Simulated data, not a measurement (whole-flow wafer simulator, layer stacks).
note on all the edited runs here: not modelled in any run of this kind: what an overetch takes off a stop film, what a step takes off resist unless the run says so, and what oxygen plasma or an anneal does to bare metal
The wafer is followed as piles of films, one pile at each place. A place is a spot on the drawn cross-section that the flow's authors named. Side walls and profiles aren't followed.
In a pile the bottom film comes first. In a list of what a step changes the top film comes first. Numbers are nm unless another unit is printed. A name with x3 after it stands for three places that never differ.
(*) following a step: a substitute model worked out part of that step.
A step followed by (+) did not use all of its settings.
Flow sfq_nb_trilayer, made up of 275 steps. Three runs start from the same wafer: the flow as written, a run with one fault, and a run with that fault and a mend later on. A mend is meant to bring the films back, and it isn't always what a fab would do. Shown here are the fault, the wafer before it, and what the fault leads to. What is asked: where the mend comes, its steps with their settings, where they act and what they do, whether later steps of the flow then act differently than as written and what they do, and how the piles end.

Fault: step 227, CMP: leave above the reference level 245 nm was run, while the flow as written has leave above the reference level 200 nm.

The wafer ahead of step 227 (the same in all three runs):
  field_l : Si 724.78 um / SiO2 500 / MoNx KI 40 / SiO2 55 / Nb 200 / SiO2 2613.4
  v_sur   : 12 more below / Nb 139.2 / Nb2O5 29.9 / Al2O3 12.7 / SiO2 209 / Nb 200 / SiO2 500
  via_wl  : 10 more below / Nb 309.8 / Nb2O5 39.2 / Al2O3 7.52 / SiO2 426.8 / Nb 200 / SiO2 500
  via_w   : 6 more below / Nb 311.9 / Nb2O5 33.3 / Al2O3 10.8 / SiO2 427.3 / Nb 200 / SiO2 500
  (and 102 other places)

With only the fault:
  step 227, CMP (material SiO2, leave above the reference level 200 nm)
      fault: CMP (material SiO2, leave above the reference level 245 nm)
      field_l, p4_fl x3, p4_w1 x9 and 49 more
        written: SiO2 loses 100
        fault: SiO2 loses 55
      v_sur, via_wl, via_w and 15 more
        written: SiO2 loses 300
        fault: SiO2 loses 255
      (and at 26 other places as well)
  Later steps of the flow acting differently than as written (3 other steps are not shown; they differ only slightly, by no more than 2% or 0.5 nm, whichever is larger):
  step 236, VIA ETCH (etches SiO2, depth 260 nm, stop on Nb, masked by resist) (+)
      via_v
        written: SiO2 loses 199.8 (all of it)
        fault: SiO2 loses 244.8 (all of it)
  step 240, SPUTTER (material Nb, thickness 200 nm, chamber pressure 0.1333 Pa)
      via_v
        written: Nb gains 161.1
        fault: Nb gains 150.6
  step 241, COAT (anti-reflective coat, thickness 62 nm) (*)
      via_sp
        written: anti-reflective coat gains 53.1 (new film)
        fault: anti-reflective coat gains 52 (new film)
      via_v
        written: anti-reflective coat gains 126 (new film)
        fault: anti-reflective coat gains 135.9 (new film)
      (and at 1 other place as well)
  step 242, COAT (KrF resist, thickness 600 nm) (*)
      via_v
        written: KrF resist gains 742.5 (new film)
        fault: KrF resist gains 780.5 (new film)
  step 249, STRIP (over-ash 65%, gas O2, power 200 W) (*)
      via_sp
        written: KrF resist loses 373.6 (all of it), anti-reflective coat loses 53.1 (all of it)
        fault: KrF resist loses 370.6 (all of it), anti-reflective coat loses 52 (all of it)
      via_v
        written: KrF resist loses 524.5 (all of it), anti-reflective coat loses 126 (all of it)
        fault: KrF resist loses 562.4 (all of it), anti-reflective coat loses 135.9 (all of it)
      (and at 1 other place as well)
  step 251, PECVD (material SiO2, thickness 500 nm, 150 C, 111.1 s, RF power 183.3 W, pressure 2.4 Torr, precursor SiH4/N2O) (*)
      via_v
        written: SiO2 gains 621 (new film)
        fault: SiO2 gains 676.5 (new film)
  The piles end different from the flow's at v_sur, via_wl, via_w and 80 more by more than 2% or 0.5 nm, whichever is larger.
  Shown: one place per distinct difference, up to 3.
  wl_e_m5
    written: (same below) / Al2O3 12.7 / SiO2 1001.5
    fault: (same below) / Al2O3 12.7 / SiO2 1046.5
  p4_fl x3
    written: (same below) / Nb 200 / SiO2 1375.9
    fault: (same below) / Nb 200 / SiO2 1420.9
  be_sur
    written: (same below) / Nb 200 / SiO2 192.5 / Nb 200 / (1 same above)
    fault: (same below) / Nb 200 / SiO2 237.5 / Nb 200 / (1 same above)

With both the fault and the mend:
  The mend stands after step 228.
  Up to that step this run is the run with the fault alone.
  step 228a, CMP (material SiO2, leave above the reference level 200 nm) (a further turn of the flow's step 227)
      field_l, v_sur, via_wl and 103 more
        SiO2 loses 45
  None of the later steps of the flow acts differently than as written at any place that is followed.
  At every place that both follow, the piles at the end match the flow's.
